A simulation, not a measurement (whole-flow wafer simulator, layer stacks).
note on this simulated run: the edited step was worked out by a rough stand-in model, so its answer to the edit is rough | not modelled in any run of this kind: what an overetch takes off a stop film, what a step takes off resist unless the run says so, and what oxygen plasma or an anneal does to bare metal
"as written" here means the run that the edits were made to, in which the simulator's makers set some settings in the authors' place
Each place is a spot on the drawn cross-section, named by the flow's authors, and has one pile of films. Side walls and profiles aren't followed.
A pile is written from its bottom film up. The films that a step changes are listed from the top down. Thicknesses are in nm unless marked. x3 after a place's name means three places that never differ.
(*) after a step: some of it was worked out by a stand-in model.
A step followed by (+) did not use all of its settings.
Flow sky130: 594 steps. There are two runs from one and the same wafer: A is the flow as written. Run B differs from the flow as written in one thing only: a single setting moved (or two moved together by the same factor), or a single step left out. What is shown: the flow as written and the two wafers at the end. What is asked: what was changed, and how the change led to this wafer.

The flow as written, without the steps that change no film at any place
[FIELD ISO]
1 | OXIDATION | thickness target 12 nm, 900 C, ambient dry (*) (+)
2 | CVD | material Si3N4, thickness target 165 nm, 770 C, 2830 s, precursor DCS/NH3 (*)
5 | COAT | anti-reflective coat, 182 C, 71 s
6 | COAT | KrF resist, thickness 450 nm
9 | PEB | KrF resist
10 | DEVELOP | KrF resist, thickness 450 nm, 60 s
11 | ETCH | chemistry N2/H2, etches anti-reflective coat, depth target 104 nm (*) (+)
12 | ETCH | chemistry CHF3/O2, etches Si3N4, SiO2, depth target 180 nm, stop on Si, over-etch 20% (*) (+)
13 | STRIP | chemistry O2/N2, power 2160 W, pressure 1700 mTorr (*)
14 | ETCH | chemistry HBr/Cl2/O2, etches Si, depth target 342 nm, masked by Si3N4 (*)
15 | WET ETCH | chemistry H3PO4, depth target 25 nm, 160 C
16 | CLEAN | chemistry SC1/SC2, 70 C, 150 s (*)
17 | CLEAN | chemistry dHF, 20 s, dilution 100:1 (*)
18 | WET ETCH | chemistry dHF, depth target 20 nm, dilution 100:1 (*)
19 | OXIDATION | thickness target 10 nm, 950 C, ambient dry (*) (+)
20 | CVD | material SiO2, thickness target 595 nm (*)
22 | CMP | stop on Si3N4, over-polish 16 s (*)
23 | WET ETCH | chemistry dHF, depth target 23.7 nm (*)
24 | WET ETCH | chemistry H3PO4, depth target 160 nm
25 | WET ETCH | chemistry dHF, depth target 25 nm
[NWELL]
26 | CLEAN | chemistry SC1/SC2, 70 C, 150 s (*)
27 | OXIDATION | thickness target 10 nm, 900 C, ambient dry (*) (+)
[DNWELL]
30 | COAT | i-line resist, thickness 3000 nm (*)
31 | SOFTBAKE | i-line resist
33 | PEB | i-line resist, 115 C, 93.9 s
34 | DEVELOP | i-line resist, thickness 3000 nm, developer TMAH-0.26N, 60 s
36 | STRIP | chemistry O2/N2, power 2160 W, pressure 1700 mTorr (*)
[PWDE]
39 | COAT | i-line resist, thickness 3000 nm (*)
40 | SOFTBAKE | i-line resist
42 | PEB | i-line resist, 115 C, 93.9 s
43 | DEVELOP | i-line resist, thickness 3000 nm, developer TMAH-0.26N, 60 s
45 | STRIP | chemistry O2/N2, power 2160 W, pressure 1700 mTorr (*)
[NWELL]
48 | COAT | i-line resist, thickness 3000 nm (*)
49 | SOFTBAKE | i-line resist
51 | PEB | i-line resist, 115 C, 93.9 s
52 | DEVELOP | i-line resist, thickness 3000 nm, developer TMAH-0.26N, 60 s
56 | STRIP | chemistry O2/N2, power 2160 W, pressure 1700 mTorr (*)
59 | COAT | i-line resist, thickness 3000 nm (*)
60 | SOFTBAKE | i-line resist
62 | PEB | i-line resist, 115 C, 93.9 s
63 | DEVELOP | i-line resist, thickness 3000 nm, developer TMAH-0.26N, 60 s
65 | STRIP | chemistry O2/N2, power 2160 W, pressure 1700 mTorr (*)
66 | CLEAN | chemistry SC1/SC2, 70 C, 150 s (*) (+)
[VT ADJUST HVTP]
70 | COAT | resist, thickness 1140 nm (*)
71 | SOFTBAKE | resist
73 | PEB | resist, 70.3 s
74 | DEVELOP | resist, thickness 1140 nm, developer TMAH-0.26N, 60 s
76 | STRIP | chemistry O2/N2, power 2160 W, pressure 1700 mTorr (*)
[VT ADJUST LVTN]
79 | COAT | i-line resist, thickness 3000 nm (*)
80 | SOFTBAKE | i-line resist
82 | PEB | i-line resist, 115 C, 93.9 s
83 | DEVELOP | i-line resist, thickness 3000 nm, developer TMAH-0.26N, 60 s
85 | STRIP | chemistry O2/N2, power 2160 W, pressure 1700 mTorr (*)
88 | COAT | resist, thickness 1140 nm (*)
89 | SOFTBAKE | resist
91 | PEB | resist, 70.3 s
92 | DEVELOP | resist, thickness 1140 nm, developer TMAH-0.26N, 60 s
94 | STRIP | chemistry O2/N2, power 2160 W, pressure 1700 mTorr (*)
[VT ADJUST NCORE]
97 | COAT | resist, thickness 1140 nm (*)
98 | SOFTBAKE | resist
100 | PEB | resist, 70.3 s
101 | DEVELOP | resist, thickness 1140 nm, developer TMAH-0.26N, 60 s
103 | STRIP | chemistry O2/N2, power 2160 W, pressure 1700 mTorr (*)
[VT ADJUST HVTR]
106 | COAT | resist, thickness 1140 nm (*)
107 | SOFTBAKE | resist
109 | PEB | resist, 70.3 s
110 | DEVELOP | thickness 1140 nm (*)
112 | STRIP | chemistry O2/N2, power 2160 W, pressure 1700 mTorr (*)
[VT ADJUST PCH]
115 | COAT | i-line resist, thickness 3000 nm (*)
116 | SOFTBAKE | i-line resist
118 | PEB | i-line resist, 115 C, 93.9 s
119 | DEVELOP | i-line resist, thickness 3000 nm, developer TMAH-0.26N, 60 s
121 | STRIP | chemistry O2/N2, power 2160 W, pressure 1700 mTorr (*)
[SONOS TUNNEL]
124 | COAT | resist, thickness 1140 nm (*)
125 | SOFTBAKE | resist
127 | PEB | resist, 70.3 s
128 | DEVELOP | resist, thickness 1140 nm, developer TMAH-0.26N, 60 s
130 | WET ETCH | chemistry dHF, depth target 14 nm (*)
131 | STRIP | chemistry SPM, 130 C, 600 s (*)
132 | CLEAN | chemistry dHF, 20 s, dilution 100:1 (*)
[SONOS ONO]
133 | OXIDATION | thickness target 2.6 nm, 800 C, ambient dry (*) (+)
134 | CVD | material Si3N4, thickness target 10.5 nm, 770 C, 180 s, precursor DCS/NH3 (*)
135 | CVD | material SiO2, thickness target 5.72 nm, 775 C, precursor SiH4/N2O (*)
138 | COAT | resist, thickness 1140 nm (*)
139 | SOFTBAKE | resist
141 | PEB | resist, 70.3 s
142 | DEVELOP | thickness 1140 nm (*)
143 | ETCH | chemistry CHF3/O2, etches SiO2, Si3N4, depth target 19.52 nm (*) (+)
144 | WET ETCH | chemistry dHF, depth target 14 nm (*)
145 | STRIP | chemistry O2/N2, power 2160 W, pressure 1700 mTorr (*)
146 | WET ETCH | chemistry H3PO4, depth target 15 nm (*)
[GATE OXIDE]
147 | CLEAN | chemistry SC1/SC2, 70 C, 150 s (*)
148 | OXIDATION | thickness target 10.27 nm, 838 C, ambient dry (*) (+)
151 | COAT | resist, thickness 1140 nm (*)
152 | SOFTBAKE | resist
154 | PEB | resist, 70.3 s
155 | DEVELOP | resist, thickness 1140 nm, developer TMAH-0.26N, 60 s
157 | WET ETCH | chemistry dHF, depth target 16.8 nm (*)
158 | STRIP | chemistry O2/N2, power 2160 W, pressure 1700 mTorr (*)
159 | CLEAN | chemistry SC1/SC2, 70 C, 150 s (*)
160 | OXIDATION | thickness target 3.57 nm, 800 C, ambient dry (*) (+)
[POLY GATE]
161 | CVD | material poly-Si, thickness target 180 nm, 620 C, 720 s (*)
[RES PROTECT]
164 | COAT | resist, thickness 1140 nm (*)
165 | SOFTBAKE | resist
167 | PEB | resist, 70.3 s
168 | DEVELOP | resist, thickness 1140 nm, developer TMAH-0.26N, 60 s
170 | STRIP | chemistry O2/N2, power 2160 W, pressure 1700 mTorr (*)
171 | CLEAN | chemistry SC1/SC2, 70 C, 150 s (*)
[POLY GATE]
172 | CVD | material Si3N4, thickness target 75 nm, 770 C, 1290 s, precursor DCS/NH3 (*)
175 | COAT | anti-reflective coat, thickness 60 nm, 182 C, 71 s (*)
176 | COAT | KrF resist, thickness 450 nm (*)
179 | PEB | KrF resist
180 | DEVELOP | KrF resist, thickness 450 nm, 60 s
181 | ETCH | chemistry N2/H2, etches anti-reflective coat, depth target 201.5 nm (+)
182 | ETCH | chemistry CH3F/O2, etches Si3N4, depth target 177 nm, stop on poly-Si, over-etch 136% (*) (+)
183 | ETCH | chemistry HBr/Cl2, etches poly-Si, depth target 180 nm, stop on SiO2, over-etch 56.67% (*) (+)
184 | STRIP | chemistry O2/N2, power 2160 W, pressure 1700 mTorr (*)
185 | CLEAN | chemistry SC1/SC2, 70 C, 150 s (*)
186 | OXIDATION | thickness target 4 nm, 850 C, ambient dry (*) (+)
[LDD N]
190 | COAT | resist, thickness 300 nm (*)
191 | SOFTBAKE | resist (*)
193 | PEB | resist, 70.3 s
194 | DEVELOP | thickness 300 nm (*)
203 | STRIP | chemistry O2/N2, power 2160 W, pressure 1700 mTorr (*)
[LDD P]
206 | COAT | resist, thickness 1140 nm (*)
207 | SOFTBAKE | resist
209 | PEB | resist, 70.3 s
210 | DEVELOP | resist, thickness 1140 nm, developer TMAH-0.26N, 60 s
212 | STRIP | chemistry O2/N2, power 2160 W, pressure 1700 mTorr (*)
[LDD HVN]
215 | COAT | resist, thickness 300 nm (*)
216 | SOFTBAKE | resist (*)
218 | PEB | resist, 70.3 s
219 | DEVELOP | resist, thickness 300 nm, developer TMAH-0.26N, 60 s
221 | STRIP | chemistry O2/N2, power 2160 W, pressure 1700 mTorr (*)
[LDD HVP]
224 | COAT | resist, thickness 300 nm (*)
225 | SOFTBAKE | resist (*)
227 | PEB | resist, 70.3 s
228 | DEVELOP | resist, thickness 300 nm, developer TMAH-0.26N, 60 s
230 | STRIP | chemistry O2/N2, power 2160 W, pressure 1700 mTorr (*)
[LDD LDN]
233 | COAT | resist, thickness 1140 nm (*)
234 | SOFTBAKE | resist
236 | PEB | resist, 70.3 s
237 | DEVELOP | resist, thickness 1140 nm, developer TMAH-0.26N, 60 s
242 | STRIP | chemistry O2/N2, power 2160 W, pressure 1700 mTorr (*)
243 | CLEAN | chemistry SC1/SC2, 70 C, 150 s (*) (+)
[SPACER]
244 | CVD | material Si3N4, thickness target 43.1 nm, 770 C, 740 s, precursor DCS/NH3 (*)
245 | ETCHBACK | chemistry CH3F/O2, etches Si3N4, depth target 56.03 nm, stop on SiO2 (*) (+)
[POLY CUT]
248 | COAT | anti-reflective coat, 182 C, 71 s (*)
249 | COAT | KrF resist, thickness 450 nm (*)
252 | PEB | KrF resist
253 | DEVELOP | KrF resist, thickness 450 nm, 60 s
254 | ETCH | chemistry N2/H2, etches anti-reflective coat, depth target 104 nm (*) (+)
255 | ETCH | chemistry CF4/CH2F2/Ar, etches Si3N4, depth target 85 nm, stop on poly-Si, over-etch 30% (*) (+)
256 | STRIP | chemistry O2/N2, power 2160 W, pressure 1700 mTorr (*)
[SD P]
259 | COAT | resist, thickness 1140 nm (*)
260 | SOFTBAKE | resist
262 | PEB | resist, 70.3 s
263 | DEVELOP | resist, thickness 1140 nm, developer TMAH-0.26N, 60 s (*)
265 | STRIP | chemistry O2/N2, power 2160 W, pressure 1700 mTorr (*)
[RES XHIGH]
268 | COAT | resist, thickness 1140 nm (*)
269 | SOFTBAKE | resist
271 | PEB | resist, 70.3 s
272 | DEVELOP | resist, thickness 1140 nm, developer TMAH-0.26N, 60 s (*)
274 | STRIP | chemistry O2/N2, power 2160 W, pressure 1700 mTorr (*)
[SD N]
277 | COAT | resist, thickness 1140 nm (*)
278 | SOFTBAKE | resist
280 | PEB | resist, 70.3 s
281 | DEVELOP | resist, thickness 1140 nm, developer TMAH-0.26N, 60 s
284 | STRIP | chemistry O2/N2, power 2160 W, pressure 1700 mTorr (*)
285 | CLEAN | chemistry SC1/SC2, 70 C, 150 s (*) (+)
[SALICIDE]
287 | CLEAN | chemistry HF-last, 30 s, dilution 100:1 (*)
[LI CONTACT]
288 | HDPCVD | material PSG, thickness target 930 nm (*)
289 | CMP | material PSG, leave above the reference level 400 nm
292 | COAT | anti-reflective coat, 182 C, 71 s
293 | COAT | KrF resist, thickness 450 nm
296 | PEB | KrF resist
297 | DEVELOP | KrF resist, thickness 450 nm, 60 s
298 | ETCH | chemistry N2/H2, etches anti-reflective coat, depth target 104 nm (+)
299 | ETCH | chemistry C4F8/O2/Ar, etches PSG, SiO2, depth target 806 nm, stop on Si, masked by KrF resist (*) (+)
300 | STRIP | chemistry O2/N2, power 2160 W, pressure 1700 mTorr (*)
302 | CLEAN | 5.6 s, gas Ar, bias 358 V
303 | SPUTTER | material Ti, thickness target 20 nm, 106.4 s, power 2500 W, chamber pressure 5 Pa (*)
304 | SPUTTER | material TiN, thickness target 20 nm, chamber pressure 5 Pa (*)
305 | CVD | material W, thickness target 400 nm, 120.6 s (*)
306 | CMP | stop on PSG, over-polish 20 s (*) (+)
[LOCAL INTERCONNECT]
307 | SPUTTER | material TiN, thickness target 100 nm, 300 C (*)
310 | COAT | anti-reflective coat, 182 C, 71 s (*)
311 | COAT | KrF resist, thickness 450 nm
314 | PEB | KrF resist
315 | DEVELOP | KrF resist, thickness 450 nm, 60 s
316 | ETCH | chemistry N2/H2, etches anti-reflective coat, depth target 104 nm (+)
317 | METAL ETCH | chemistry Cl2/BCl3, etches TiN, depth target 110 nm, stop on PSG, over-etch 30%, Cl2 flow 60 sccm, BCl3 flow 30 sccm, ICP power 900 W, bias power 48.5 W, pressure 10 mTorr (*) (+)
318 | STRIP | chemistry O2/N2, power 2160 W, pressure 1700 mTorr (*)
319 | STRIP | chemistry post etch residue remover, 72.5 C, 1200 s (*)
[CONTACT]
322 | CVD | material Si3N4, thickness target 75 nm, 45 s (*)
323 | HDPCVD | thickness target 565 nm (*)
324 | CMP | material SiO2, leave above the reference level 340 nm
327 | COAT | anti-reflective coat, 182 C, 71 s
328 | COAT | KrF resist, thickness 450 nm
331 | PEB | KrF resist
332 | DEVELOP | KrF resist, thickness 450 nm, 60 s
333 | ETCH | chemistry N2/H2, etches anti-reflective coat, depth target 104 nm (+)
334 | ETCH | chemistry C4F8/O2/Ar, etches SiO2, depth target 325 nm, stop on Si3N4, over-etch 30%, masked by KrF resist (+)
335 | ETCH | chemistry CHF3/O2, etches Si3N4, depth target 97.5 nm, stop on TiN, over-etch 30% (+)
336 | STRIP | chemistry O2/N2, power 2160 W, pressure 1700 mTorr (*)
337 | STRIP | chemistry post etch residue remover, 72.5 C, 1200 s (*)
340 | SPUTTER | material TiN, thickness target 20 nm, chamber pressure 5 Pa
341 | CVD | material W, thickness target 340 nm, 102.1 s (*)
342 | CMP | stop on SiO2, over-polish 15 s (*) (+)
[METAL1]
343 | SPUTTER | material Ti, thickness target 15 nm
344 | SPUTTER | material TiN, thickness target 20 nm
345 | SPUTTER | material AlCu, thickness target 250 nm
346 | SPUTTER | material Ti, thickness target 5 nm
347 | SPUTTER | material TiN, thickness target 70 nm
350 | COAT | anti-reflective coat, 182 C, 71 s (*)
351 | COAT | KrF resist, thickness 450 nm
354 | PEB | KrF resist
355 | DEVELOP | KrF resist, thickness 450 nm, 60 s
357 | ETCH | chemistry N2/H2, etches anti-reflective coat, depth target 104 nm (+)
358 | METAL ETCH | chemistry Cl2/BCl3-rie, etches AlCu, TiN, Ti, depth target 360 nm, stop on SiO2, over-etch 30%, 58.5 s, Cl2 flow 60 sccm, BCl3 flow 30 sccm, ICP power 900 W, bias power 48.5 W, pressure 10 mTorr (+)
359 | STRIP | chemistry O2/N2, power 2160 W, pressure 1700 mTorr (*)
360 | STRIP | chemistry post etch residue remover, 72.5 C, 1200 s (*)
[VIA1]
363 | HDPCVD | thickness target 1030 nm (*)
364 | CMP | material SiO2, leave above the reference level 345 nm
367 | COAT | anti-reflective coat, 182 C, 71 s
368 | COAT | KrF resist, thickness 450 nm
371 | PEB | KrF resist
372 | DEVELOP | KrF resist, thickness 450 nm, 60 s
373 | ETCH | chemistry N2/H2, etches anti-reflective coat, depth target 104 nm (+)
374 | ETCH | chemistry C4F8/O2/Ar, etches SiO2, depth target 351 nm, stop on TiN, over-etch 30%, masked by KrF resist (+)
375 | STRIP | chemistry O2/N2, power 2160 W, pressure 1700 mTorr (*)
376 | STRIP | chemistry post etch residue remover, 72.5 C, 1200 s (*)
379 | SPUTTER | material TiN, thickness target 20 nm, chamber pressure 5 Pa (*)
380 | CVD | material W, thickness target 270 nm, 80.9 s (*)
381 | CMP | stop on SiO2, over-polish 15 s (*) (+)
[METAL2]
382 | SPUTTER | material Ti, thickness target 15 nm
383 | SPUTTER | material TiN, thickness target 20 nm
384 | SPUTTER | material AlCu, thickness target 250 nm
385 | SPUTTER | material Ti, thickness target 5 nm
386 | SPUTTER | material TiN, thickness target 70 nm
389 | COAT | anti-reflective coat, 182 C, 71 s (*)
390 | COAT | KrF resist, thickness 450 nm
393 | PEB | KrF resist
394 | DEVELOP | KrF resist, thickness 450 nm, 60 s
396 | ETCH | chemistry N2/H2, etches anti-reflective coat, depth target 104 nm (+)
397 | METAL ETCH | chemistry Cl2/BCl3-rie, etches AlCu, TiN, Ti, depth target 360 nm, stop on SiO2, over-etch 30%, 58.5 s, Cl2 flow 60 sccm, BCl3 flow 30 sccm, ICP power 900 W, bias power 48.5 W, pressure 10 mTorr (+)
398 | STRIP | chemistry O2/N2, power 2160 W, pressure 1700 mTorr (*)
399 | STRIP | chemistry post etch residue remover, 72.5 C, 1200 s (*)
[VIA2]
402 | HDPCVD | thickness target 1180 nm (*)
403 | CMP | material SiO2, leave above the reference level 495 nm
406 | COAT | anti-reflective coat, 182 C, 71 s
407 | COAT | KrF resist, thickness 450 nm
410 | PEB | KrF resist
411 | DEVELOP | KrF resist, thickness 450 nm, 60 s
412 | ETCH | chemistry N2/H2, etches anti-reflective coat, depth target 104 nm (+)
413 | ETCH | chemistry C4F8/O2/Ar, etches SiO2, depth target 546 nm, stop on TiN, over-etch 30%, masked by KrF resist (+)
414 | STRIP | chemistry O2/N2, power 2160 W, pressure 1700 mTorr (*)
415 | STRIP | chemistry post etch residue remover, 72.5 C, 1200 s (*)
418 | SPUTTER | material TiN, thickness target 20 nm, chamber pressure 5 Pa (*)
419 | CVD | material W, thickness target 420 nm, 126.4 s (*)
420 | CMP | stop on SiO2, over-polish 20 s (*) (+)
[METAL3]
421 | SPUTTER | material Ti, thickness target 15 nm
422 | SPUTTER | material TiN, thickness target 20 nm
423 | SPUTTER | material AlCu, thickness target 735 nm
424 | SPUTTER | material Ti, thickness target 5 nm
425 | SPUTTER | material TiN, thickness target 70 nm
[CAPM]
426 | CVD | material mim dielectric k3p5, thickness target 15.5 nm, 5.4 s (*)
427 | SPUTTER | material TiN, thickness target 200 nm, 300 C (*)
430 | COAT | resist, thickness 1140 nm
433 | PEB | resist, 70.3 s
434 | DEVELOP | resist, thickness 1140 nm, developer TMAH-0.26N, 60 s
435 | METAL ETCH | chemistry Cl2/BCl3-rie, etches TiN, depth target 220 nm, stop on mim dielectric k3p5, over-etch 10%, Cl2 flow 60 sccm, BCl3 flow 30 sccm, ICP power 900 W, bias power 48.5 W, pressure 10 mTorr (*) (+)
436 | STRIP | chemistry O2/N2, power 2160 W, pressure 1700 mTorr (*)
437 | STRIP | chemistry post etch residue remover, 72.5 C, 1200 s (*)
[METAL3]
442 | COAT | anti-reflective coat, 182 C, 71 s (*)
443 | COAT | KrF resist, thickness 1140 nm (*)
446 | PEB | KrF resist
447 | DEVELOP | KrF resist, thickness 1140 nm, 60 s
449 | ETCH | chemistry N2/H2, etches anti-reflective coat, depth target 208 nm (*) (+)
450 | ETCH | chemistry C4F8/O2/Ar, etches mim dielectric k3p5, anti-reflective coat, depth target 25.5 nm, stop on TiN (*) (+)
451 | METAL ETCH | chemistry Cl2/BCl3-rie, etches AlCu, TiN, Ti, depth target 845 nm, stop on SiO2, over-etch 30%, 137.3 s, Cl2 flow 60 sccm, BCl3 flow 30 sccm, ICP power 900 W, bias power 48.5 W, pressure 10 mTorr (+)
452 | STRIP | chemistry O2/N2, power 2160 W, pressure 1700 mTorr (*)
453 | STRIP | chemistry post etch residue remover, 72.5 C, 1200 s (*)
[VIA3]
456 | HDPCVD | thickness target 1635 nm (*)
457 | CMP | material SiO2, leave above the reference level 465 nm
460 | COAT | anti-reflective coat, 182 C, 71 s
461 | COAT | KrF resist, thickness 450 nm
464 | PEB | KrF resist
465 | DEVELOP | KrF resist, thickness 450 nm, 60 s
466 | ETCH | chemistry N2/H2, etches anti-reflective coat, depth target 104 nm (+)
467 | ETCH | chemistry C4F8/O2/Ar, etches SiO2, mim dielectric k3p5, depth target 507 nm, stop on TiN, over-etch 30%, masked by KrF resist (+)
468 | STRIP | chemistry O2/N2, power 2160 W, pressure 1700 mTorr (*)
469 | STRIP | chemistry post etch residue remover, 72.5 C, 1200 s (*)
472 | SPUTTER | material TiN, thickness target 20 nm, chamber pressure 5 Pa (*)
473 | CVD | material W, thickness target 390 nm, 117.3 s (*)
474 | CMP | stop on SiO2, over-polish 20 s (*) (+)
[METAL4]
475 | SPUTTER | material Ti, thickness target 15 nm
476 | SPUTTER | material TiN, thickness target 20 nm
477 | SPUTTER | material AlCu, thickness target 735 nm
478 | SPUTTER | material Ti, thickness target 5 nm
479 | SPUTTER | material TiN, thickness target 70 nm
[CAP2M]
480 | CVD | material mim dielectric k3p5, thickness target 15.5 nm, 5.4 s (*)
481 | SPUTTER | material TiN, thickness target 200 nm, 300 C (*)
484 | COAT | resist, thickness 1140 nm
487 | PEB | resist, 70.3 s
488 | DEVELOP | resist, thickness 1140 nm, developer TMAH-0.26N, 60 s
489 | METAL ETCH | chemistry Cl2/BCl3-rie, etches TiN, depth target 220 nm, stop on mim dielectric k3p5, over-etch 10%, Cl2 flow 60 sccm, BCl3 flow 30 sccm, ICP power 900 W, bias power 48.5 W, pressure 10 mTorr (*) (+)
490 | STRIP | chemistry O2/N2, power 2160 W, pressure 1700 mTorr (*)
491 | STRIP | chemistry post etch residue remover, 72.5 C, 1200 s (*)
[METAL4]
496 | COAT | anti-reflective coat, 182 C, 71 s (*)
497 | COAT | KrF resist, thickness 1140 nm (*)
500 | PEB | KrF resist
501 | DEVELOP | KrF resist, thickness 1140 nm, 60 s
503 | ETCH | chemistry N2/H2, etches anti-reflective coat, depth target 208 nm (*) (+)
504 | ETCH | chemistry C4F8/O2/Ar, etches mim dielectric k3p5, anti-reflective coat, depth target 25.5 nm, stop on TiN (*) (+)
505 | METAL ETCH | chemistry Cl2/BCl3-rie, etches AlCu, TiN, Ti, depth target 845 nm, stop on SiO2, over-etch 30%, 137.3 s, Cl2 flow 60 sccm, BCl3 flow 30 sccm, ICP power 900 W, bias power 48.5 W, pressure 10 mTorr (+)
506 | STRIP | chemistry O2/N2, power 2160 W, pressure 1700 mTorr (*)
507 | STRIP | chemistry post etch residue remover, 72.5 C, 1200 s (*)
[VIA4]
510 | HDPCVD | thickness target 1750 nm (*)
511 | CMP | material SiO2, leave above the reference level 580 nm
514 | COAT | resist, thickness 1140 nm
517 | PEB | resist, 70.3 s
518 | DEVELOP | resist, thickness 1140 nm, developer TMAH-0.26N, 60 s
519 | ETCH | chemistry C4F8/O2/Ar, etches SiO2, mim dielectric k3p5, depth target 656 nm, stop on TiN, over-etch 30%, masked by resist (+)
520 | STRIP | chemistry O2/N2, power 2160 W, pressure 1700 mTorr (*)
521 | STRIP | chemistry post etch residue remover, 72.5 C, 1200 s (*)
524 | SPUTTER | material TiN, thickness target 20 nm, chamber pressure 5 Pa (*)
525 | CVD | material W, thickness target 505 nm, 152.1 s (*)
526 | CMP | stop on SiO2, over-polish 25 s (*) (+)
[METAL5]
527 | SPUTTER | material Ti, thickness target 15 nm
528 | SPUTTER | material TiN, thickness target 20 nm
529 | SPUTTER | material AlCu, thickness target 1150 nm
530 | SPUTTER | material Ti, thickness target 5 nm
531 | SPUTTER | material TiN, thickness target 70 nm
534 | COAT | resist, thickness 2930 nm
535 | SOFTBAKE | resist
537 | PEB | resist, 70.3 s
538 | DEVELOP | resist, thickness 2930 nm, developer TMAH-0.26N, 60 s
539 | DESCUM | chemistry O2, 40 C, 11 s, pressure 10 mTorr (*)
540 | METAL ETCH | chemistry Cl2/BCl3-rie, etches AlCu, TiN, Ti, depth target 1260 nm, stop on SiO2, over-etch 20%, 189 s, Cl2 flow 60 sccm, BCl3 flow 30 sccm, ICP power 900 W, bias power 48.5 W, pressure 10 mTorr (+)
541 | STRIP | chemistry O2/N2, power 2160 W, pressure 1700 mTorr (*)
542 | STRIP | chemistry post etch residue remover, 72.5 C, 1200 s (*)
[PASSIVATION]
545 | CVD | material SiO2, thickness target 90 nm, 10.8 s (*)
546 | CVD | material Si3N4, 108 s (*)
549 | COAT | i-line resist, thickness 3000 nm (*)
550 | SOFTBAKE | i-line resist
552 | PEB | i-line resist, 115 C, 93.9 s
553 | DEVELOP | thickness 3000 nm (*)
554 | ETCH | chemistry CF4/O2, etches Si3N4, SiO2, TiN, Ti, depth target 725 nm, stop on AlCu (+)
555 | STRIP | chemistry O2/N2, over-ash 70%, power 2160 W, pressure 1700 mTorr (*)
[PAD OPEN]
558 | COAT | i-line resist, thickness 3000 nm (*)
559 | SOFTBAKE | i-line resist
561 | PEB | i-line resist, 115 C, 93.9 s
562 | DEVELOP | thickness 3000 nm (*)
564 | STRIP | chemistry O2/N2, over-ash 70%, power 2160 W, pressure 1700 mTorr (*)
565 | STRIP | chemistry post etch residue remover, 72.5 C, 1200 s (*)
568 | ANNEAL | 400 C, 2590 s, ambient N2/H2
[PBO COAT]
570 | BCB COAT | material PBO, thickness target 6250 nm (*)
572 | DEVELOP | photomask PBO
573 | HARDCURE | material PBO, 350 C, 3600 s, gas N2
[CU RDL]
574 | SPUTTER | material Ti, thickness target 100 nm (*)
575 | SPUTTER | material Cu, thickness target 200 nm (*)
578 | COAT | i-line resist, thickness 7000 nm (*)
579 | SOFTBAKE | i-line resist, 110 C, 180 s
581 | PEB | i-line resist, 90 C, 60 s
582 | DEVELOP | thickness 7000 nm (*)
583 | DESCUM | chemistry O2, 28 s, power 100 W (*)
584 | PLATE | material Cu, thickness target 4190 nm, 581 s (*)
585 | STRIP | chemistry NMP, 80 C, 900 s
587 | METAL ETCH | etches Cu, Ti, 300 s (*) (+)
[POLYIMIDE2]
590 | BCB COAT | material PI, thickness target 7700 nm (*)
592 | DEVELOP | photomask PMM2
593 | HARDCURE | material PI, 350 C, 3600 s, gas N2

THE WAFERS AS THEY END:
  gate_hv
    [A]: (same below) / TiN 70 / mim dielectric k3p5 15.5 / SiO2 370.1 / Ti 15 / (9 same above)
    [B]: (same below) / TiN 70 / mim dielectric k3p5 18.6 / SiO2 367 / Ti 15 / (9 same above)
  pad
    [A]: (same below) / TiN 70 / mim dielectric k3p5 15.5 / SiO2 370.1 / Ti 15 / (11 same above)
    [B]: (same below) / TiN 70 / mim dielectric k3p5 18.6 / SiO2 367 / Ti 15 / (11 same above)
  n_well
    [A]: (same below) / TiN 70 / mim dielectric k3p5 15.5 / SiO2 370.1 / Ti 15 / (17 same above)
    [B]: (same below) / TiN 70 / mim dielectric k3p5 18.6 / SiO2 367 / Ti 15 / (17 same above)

Cause: step 426, CVD: thickness target 18.6 nm was run, though the flow has thickness target 15.5 nm; step 426, CVD: 6.48 s was run, where the flow has 5.4 s.
The wafer itself shows it: gate_hv has mim dielectric k3p5 18.6, and step 426 as written asks for 15.5 nm.

Step by step, how the change led to this:
  426 | CVD | material mim dielectric k3p5, thickness target 15.5 nm, 5.4 s (*)
      field, active, n_well and 188 more: A +15.5 mim dielectric k3p5 (new film) | B +18.6 mim dielectric k3p5 (new film)
  450 | ETCH | chemistry C4F8/O2/Ar, etches mim dielectric k3p5, anti-reflective coat, depth target 25.5 nm, stop on TiN (*) (+)
      n_well, p_well, gate_hv and 104 more: A -15.5 KrF resist | B -17 KrF resist
      field, active, gate and 82 more: A -15.5 mim dielectric k3p5 (all of it) | B -18.6 mim dielectric k3p5 (all of it)
  467 | ETCH | chemistry C4F8/O2/Ar, etches SiO2, mim dielectric k3p5, depth target 507 nm, stop on TiN, over-etch 30%, masked by KrF resist (+)
      m1: A -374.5 SiO2 (all of it), -15.5 mim dielectric k3p5 (all of it) | B -371.4 SiO2 (all of it), -18.6 mim dielectric k3p5 (all of it)
      via3_hole: A -373.9 SiO2 (all of it), -15.5 mim dielectric k3p5 (all of it) | B -370.8 SiO2 (all of it), -18.6 mim dielectric k3p5 (all of it)
